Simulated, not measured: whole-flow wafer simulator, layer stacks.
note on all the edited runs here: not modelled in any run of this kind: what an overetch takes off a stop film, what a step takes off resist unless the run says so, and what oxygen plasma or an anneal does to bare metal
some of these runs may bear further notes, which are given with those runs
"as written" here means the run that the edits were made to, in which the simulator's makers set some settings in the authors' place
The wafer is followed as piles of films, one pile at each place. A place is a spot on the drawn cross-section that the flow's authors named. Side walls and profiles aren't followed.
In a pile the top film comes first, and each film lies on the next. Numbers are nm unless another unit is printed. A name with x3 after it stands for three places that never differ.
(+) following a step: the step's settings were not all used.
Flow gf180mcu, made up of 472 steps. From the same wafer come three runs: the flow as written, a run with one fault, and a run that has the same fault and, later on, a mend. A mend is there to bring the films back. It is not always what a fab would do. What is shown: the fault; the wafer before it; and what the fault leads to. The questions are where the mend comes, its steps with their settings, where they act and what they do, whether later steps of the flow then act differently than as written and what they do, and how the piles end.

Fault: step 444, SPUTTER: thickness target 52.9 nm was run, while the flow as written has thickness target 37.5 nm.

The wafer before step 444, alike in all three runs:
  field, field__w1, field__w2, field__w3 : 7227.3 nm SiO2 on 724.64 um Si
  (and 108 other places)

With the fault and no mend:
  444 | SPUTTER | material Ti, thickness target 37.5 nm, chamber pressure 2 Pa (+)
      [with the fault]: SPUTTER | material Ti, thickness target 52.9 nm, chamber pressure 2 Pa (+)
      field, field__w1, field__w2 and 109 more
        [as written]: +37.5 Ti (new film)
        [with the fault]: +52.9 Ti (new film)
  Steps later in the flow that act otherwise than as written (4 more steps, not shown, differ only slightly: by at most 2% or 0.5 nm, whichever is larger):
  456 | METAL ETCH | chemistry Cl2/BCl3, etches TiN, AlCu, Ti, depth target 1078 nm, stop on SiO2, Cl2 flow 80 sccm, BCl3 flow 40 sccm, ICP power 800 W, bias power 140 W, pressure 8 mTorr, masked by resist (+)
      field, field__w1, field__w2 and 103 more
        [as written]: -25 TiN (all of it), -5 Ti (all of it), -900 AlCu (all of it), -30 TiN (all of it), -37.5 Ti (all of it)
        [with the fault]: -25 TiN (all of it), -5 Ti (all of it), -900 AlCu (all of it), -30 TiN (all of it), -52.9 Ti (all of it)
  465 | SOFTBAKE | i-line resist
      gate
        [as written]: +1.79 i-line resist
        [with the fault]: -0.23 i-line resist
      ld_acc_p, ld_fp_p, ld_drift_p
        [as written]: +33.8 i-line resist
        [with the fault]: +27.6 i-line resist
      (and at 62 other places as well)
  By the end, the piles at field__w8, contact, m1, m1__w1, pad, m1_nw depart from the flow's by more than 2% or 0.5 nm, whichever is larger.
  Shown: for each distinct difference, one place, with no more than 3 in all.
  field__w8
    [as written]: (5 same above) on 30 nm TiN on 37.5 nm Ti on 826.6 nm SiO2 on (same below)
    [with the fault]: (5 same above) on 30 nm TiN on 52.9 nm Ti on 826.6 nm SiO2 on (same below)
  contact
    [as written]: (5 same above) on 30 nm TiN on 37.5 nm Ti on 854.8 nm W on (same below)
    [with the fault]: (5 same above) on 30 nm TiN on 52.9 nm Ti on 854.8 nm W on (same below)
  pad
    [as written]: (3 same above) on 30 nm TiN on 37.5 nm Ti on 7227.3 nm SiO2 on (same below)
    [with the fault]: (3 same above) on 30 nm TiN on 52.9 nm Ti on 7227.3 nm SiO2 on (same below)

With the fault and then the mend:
  After step 444 comes the mend.
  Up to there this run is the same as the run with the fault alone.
  444a | METAL ETCH | chemistry Cl2/BCl3, etches TiN, AlCu, Ti, depth target 15.4 nm, Cl2 flow 80 sccm, BCl3 flow 40 sccm, ICP power 800 W, bias power 140 W, pressure 8 mTorr (the flow's step 260 again, with other settings)
      field, field__w1, field__w2 and 109 more
        -15.4 Ti
  Later steps of the flow that are run all act as written at every place that is followed.
  By the end, the piles equal the flow's at every place that both follow.
